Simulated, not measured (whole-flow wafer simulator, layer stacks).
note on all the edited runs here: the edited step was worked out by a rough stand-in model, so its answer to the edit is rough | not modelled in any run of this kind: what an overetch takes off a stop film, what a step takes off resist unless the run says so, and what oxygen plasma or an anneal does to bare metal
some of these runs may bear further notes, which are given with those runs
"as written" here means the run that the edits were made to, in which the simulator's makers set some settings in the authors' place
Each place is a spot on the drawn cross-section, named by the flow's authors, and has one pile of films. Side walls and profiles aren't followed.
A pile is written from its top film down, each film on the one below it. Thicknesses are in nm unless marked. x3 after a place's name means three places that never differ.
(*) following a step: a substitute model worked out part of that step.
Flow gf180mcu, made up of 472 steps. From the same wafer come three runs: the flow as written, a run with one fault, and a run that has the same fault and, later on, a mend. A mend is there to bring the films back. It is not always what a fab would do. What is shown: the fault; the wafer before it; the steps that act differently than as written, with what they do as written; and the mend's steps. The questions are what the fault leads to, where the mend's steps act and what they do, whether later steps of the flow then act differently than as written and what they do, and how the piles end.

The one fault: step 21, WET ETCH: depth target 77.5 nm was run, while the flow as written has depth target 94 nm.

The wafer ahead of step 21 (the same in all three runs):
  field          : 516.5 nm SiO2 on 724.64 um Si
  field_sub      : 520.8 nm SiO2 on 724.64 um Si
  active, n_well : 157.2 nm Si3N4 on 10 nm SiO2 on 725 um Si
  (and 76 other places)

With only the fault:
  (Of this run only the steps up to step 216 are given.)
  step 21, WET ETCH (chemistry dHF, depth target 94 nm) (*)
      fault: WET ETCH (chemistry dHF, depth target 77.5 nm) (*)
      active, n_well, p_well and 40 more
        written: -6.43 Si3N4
        fault: -5.31 Si3N4
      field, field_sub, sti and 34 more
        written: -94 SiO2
        fault: -77.5 SiO2
  Steps later in the flow that act otherwise than as written (not shown: 79 more steps that differ only slightly, by at most 2% or 0.5 nm, whichever is larger):
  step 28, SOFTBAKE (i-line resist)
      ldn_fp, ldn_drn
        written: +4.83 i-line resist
        fault: +6.8 i-line resist
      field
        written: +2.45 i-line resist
        fault: +3.65 i-line resist
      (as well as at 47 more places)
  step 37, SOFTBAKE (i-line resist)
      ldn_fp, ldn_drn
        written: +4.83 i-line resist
        fault: +6.8 i-line resist
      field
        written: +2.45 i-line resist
        fault: +3.65 i-line resist
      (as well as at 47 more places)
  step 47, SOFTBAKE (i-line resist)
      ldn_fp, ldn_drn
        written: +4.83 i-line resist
        fault: +6.8 i-line resist
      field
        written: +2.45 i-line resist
        fault: +3.65 i-line resist
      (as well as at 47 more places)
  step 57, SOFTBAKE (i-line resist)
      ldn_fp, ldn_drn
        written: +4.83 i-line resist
        fault: +6.8 i-line resist
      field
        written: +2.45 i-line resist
        fault: +3.65 i-line resist
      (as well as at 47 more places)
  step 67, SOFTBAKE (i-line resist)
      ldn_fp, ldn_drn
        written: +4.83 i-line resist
        fault: +6.8 i-line resist
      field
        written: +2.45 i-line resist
        fault: +3.65 i-line resist
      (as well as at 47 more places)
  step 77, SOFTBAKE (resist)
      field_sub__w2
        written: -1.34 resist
        fault: -2.02 resist
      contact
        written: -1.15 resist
        fault: -1.73 resist
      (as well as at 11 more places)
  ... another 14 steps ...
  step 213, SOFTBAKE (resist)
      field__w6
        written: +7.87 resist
        fault: +7.26 resist
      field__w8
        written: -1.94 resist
        fault: -1.41 resist
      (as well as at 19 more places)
  After step 216, at field, field__w1, field__w2 and 66 more, the piles differ from the flow's by more than 2% or 0.5 nm, whichever is larger.
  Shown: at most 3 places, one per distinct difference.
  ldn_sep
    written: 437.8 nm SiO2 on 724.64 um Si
    fault: 454.2 nm SiO2 on 724.64 um Si
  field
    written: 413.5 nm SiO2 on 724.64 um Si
    fault: 429.9 nm SiO2 on 724.64 um Si
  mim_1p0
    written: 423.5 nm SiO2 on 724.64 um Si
    fault: 440 nm SiO2 on 724.64 um Si

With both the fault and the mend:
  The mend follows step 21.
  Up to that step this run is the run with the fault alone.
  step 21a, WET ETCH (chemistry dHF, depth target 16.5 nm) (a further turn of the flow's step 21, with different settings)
      field, field_sub, sti and 34 more
        -16.5 SiO2
  Every later step of the flow that is run acts as written, at every place that is followed, to within 2% or 0.5 nm, whichever is larger.
  By the end, the piles equal the flow's at every place that both follow.
